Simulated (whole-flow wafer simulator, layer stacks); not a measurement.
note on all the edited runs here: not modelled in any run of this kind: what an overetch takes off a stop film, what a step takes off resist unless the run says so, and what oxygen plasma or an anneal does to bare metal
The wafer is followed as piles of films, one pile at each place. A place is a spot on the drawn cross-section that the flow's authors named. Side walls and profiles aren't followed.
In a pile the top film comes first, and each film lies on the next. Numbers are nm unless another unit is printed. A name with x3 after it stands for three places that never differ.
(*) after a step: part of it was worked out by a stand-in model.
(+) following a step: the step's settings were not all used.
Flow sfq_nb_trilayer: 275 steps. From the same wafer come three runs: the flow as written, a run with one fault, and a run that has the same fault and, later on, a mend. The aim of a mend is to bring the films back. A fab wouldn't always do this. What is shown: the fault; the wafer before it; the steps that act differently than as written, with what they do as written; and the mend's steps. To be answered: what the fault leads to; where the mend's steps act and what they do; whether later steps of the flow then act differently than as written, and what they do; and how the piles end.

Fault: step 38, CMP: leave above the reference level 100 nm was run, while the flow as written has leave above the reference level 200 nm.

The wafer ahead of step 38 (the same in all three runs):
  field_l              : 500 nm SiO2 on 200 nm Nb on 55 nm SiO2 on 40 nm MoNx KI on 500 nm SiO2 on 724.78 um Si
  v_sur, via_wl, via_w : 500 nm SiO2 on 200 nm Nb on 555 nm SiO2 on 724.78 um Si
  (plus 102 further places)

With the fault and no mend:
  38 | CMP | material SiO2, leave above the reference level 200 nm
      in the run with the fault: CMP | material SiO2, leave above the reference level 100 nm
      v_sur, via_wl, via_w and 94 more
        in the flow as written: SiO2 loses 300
        in the run with the fault: SiO2 loses 400
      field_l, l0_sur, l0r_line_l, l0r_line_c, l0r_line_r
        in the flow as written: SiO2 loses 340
        in the run with the fault: SiO2 loses 440
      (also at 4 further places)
  Steps further on in the flow that do not act as written (3 other steps are not shown; they differ only slightly, by no more than 2% or 0.5 nm, whichever is larger):
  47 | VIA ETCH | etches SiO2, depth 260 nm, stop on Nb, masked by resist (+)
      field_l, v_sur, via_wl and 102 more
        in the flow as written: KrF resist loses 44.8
        in the run with the fault: KrF resist loses 25.8
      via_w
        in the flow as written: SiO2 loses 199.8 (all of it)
        in the run with the fault: SiO2 loses 99.8 (all of it)
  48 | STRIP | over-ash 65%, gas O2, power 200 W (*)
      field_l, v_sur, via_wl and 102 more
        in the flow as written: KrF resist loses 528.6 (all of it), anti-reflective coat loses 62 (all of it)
        in the run with the fault: KrF resist loses 547.6 (all of it), anti-reflective coat loses 62 (all of it)
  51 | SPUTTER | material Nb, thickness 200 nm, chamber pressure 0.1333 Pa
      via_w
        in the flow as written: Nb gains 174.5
        in the run with the fault: Nb gains 194.3
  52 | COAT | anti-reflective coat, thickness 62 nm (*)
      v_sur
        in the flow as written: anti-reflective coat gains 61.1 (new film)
        in the run with the fault: anti-reflective coat gains 57.5 (new film)
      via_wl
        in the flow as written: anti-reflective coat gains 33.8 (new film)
        in the run with the fault: anti-reflective coat gains 36 (new film)
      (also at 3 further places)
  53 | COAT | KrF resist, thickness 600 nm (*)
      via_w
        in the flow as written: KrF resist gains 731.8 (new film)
        in the run with the fault: KrF resist gains 648.3 (new film)
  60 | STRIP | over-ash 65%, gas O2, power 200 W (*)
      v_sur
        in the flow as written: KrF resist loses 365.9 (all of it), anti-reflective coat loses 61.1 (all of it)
        in the run with the fault: KrF resist loses 377.4 (all of it), anti-reflective coat loses 57.5 (all of it)
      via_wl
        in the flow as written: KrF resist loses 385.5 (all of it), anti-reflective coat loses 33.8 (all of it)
        in the run with the fault: KrF resist loses 395.2 (all of it), anti-reflective coat loses 36 (all of it)
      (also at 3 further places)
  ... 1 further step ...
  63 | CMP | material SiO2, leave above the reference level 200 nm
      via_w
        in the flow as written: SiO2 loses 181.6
        in the run with the fault: SiO2 loses 195.4
  The piles end different from the flow's at field_l, v_sur, via_wl and 103 more by more than 2% or 0.5 nm, whichever is larger.
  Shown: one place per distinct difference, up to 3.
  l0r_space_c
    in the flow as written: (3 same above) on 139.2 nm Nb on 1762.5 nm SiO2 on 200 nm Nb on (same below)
    in the run with the fault: (3 same above) on 139.2 nm Nb on 1662.5 nm SiO2 on 200 nm Nb on (same below)
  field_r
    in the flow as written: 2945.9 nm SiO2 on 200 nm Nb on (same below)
    in the run with the fault: 2845.9 nm SiO2 on 200 nm Nb on (same below)
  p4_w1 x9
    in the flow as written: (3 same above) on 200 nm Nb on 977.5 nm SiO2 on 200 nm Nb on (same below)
    in the run with the fault: (3 same above) on 200 nm Nb on 877.5 nm SiO2 on 200 nm Nb on (same below)

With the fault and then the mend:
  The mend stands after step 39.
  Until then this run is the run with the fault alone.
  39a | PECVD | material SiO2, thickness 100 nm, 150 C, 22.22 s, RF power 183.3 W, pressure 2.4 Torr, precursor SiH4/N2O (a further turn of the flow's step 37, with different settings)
      field_l, v_sur, via_wl and 103 more
        SiO2 gains 100
  None of the later steps of the flow acts differently than as written at any place that is followed.
  The piles end the same as the flow's at every place that both follow.
